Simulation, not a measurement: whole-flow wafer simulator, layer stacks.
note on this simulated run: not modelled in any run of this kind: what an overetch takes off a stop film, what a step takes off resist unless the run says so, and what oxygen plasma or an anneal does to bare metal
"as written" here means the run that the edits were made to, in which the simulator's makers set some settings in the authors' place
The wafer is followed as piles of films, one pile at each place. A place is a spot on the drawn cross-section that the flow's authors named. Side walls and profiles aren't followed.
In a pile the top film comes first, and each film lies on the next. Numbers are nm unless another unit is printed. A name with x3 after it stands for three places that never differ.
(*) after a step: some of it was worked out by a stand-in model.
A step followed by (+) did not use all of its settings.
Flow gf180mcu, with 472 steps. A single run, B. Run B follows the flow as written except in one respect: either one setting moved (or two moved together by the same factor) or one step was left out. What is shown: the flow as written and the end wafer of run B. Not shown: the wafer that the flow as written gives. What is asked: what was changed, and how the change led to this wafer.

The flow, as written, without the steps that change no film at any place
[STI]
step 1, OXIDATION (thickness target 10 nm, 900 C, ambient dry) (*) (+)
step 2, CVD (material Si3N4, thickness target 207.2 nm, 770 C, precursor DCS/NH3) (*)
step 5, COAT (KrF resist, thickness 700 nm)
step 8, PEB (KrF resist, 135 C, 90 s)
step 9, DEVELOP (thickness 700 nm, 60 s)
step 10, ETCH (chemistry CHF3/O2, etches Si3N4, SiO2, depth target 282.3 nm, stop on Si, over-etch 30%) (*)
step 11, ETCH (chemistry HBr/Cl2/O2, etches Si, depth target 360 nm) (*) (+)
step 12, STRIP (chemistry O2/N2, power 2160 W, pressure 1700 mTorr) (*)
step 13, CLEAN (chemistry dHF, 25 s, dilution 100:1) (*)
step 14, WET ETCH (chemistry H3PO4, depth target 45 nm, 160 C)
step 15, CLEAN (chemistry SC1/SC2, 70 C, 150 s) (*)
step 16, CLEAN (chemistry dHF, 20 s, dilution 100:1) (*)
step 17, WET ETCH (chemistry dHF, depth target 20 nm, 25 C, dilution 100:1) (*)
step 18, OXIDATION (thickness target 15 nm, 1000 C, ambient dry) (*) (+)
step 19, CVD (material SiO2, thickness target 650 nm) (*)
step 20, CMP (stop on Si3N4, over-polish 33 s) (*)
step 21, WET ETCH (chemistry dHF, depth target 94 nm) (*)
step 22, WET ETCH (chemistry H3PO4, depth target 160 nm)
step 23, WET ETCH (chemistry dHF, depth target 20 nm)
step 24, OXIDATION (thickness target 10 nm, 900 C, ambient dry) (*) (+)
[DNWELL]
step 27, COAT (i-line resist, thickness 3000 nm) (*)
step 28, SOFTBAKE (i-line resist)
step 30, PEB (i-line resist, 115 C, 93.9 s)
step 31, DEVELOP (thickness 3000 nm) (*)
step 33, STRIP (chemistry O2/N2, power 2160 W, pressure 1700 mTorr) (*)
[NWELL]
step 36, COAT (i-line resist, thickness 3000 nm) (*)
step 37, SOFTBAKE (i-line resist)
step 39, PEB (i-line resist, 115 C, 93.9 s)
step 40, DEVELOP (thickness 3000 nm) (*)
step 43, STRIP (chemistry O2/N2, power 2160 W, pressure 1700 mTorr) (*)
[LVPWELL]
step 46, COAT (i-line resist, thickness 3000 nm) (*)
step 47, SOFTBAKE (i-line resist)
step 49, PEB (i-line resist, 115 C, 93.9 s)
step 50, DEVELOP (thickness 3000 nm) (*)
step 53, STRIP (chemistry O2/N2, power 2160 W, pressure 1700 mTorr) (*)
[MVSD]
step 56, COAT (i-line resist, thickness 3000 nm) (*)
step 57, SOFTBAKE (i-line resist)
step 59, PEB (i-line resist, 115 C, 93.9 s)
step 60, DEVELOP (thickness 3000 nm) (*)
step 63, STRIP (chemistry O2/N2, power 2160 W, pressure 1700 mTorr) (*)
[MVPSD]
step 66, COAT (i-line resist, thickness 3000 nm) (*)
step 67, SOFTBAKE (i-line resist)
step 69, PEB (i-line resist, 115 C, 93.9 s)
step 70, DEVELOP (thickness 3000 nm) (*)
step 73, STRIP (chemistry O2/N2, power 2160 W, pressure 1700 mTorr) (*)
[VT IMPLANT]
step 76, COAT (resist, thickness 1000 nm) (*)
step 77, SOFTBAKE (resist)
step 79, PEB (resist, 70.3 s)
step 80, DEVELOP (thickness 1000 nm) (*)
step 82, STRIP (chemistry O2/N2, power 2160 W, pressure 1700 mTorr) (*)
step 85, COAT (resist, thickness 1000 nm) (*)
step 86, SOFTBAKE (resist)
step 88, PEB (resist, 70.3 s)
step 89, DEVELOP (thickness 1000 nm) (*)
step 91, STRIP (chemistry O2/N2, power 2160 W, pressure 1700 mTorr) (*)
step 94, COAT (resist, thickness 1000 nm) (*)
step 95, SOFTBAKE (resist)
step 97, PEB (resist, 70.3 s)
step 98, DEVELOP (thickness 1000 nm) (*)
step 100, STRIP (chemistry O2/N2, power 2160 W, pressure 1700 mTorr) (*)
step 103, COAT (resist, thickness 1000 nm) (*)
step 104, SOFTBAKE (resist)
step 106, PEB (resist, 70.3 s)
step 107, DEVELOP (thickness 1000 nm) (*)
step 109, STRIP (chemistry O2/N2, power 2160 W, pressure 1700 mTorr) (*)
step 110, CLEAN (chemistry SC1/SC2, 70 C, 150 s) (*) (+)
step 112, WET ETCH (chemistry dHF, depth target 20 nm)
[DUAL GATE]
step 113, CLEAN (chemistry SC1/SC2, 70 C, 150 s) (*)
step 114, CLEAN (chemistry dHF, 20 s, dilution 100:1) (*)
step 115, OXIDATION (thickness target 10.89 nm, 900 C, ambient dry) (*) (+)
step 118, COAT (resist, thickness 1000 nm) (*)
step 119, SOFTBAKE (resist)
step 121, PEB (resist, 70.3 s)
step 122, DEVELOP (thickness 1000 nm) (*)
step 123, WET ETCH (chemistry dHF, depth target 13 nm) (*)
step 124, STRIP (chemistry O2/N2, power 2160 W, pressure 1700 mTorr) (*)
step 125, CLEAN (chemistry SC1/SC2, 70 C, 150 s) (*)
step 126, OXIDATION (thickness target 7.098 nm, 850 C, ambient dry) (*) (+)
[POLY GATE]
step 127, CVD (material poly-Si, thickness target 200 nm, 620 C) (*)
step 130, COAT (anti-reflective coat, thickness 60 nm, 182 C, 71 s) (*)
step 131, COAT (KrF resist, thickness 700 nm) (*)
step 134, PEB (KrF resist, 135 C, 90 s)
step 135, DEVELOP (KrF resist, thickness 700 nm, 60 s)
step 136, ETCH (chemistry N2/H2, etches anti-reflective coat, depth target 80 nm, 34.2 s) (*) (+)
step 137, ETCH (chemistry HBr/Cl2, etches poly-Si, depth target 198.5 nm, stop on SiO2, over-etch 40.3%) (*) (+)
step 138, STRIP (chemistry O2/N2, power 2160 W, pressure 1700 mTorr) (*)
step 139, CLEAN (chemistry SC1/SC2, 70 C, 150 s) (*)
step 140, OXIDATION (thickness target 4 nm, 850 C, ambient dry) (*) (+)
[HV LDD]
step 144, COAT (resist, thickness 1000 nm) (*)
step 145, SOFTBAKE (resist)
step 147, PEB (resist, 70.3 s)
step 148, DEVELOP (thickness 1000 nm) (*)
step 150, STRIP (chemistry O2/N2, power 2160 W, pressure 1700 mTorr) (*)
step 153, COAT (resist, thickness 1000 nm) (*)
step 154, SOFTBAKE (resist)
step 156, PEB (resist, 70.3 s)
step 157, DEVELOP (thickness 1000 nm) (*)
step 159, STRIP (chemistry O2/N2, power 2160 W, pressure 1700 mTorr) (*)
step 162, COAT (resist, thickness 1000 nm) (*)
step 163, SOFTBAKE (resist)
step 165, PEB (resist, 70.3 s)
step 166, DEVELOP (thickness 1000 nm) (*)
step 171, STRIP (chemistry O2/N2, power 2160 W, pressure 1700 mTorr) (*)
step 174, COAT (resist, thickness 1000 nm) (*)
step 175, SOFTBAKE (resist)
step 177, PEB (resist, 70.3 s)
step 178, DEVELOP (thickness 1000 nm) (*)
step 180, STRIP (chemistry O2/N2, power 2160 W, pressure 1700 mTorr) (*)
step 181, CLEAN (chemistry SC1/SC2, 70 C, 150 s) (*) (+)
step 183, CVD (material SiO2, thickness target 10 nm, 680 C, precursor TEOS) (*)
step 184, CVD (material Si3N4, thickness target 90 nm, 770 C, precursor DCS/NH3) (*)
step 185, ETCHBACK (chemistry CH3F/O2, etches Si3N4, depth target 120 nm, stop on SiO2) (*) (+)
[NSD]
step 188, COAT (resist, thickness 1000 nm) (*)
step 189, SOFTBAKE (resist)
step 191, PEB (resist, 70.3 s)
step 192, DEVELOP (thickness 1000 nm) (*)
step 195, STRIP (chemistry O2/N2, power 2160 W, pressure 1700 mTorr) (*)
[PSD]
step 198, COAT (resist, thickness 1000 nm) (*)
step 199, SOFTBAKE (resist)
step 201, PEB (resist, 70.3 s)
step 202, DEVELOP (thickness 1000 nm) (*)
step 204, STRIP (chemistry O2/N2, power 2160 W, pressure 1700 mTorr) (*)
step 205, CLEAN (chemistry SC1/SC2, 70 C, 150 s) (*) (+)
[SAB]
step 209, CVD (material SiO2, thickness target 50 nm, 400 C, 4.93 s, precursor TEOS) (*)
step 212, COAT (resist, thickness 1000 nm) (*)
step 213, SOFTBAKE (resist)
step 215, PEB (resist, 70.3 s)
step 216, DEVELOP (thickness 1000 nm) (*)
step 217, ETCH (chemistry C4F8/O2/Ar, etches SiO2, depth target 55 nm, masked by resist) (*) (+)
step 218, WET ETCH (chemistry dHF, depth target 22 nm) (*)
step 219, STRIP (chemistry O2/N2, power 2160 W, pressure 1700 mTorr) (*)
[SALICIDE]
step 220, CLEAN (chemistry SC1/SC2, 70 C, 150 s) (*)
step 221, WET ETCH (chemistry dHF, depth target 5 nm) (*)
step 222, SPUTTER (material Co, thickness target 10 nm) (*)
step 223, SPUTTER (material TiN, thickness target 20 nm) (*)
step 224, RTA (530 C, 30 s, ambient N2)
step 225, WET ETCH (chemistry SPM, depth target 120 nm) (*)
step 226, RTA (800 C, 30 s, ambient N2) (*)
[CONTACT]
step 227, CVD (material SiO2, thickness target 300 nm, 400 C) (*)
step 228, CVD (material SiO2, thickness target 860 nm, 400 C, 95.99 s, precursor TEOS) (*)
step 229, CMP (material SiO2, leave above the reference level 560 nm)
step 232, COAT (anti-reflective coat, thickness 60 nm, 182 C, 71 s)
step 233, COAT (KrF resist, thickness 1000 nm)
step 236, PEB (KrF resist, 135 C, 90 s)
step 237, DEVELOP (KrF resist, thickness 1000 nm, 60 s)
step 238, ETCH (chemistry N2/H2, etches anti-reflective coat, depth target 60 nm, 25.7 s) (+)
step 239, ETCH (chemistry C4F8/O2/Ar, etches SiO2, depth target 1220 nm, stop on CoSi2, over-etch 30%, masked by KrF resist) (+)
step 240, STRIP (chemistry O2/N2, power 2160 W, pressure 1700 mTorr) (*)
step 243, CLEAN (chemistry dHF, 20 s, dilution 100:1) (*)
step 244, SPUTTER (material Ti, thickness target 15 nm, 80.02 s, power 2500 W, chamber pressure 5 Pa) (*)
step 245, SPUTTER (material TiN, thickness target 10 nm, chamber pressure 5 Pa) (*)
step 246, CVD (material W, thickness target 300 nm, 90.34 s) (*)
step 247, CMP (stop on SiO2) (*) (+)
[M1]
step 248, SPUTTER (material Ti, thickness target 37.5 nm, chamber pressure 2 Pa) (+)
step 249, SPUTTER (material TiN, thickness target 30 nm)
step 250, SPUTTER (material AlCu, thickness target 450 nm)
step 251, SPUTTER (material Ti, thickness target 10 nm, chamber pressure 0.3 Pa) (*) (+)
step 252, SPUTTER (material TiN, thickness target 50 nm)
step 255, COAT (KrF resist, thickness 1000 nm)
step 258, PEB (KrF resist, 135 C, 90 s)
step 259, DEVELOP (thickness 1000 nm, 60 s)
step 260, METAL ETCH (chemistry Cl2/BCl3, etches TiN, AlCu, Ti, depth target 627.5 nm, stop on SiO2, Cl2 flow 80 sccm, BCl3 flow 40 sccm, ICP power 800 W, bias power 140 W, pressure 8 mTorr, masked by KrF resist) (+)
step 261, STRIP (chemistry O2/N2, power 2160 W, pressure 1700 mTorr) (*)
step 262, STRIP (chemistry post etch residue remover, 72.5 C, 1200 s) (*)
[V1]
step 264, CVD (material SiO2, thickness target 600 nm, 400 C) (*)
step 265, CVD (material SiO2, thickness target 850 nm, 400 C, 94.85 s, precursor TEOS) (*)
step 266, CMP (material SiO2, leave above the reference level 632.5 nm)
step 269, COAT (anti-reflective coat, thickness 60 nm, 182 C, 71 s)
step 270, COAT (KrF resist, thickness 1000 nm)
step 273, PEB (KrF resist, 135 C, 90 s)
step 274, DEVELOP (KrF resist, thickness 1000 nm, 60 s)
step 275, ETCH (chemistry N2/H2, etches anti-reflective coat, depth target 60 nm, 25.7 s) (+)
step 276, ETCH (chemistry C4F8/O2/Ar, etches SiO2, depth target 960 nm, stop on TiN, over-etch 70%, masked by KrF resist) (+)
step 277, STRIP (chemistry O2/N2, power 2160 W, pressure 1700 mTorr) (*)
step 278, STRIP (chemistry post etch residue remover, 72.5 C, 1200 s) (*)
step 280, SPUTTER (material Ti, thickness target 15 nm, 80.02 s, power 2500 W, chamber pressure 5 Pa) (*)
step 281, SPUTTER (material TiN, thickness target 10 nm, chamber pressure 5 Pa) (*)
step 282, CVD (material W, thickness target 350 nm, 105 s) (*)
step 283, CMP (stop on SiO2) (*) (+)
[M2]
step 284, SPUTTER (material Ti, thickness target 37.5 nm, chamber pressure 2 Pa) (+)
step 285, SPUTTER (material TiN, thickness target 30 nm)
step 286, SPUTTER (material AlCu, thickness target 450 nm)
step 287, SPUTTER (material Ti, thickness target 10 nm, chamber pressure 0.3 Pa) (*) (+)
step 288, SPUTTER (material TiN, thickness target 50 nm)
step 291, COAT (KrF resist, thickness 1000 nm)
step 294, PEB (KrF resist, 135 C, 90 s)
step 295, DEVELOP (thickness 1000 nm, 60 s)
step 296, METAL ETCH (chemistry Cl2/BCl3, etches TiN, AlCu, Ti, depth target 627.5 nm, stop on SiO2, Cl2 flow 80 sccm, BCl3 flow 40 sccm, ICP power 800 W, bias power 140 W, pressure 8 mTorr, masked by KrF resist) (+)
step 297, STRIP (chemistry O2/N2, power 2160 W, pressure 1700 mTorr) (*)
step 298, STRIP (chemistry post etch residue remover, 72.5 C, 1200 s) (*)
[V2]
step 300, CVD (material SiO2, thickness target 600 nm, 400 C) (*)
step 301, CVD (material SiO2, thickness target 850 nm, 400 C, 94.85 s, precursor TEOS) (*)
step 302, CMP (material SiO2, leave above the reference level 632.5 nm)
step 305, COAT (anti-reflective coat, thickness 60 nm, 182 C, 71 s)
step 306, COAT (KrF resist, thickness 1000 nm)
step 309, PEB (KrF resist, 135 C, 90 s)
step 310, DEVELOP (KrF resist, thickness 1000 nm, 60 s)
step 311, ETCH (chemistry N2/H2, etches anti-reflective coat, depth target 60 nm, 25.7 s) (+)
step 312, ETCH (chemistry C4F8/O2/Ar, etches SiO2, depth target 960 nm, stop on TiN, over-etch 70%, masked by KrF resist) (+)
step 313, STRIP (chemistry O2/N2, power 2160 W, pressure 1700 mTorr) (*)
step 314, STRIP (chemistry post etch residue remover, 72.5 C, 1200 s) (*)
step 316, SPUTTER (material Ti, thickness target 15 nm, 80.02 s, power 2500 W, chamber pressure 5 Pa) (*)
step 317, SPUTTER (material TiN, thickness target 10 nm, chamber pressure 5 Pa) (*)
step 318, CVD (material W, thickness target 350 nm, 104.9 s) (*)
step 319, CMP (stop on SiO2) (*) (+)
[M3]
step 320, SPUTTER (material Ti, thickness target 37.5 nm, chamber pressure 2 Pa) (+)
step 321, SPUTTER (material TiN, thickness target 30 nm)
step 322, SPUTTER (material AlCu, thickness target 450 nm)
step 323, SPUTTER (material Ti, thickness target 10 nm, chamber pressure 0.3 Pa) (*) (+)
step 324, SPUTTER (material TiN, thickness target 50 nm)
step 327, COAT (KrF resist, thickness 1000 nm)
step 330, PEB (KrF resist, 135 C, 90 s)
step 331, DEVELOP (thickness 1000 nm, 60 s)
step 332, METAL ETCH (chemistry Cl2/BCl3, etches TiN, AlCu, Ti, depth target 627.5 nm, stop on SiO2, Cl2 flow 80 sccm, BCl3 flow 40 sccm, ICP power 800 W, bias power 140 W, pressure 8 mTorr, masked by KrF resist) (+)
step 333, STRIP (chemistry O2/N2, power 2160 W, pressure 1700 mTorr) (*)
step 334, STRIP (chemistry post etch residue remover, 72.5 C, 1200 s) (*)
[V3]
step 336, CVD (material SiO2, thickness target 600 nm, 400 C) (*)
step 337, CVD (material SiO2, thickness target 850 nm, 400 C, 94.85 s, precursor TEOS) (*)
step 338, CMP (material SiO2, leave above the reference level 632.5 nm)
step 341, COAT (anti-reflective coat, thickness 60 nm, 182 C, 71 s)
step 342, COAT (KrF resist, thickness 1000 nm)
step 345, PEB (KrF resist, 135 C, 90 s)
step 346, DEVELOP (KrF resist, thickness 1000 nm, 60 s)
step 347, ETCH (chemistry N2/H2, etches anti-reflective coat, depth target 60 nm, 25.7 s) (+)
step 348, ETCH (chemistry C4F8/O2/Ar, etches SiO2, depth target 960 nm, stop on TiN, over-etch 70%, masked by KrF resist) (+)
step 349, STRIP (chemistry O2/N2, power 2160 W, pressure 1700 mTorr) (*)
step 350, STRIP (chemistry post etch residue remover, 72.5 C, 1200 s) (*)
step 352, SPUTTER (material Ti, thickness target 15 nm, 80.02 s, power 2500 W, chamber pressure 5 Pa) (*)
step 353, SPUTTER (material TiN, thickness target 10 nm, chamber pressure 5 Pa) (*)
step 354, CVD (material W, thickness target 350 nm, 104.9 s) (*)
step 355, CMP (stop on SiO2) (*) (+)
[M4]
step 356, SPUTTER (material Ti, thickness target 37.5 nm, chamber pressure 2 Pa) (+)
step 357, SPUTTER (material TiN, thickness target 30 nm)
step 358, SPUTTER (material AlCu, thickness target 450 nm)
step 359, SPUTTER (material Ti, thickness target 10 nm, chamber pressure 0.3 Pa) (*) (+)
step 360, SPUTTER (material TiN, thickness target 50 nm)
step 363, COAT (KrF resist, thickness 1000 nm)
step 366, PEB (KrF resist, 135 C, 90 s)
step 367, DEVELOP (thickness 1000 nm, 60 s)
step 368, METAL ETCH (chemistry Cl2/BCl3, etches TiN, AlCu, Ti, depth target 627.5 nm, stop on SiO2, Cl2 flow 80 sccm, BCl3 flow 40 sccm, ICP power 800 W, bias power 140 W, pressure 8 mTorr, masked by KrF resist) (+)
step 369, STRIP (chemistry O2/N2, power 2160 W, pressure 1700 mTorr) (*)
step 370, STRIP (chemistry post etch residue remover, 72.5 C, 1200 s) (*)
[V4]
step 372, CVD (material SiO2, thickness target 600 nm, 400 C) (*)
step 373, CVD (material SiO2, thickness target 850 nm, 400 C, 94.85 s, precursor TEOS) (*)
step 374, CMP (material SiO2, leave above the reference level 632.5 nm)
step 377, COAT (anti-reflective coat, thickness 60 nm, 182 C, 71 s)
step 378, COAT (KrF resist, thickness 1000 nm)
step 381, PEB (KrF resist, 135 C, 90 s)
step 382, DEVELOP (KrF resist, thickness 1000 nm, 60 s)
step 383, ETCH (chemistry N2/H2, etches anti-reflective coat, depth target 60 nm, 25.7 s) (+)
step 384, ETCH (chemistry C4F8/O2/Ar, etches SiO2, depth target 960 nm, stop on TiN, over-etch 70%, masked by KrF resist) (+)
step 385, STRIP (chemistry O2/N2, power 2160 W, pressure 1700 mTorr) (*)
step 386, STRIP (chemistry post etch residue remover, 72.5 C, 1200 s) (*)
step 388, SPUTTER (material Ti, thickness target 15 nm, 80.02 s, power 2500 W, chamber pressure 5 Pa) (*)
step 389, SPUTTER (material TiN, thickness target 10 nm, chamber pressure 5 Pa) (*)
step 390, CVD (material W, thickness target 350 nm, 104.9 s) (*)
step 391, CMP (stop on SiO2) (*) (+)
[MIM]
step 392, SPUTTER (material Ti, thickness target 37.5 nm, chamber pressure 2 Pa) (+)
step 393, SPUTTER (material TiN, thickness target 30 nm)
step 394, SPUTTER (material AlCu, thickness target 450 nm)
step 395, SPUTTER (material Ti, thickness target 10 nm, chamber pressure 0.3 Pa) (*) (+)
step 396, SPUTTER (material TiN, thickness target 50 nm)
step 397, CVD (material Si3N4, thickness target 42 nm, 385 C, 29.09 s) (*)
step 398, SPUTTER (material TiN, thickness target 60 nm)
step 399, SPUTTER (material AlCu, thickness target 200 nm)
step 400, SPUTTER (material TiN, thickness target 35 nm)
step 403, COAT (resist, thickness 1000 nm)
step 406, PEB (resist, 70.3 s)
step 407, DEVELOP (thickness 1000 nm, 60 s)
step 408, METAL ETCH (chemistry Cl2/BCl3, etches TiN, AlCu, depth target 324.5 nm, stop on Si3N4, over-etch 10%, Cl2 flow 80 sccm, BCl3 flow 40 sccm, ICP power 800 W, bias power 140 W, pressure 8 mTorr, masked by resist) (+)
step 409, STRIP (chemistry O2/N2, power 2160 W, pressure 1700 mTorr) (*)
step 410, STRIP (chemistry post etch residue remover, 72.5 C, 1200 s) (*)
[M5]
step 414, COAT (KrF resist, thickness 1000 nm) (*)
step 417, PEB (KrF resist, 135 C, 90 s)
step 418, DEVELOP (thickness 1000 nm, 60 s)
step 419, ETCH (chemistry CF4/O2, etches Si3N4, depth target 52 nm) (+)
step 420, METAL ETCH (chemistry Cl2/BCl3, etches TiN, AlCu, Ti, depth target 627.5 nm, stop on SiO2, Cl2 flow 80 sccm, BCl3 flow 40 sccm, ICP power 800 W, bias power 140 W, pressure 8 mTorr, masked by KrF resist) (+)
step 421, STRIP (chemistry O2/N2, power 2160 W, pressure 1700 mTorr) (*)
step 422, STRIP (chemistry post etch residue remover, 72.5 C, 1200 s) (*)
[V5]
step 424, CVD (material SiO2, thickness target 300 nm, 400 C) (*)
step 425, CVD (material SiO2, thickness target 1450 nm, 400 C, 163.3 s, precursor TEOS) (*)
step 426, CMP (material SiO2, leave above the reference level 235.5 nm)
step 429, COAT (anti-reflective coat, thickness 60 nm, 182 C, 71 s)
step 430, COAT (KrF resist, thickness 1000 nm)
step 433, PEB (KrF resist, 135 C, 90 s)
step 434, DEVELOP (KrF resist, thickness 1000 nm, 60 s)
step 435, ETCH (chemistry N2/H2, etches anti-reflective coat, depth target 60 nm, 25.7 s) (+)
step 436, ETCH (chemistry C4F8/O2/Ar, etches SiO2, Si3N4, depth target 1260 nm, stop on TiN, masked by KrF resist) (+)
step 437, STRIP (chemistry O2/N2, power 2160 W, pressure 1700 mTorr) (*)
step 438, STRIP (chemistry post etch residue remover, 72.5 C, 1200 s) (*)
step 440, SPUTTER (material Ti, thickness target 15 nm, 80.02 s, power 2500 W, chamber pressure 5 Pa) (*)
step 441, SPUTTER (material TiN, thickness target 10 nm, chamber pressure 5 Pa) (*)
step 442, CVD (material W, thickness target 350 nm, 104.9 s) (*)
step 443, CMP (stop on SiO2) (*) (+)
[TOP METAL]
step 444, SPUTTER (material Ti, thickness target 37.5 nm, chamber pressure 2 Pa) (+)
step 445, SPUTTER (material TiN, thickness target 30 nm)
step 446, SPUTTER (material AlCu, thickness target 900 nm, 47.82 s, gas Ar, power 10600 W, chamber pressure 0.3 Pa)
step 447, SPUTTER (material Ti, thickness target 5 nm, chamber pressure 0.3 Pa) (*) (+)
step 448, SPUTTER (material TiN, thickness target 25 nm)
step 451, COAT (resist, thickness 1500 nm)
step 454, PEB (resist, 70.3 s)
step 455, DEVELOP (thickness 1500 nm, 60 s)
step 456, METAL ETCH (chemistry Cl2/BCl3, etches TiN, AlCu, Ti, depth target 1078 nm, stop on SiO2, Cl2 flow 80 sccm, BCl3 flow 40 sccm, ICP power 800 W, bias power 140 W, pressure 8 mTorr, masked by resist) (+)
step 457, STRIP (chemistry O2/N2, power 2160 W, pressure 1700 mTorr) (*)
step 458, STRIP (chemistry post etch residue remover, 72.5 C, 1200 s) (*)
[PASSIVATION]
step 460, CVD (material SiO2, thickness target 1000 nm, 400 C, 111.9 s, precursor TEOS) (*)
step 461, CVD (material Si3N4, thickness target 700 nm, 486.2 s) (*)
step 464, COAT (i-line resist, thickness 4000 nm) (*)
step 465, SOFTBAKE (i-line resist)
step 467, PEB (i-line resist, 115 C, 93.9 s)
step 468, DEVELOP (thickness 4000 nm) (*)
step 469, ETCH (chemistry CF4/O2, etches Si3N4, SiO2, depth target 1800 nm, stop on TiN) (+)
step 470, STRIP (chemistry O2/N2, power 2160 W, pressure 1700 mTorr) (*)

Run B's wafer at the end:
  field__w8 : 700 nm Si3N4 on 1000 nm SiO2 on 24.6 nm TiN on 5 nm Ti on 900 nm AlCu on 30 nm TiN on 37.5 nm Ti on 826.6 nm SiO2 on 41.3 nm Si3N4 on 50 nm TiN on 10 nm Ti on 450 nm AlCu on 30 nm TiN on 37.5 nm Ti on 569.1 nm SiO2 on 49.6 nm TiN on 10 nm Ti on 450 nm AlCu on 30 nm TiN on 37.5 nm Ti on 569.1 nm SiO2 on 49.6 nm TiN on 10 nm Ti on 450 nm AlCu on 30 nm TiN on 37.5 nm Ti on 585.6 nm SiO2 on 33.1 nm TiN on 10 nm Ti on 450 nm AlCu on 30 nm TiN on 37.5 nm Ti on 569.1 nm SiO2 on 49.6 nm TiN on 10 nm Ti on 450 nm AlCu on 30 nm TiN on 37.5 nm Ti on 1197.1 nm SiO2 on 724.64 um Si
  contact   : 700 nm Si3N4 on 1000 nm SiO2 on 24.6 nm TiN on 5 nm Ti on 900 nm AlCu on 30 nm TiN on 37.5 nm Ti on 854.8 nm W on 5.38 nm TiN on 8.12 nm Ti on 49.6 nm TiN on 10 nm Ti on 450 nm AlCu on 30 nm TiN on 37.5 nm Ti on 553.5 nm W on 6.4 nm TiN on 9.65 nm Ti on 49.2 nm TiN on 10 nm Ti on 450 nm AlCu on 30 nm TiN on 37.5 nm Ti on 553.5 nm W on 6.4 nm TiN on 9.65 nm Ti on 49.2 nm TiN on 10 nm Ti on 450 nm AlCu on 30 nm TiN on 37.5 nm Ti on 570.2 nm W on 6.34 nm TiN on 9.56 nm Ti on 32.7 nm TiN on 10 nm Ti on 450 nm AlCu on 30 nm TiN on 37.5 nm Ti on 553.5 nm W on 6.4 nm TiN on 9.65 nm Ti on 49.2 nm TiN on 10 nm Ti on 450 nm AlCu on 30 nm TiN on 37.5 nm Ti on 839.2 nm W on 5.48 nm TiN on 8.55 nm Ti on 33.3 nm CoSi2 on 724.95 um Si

What caused this: step 288, SPUTTER: thickness target 33.5 nm was run, whereas the flow has thickness target 50 nm.

Step by step, how the change led to this:
  step 288, SPUTTER (material TiN, thickness target 50 nm)
      field, field__w1, field__w2 and 108 more: +33.5 TiN (new film) (it would be, as written: +50 TiN (new film))
  step 296, METAL ETCH (chemistry Cl2/BCl3, etches TiN, AlCu, Ti, depth target 627.5 nm, stop on SiO2, Cl2 flow 80 sccm, BCl3 flow 40 sccm, ICP power 800 W, bias power 140 W, pressure 8 mTorr, masked by KrF resist) (+)
      field, field__w1, field__w2 and 103 more: -33.5 TiN (all of it), -10 Ti (all of it), -450 AlCu (all of it), -30 TiN (all of it), -37.5 Ti (all of it) (it would be, as written: -50 TiN (all of it), -10 Ti (all of it), -450 AlCu (all of it), -30 TiN (all of it), -37.5 Ti (all of it))
  step 312, ETCH (chemistry C4F8/O2/Ar, etches SiO2, depth target 960 nm, stop on TiN, over-etch 70%, masked by KrF resist) (+)
      contact: -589 SiO2 (all of it) (it would be, as written: -572.5 SiO2 (all of it))
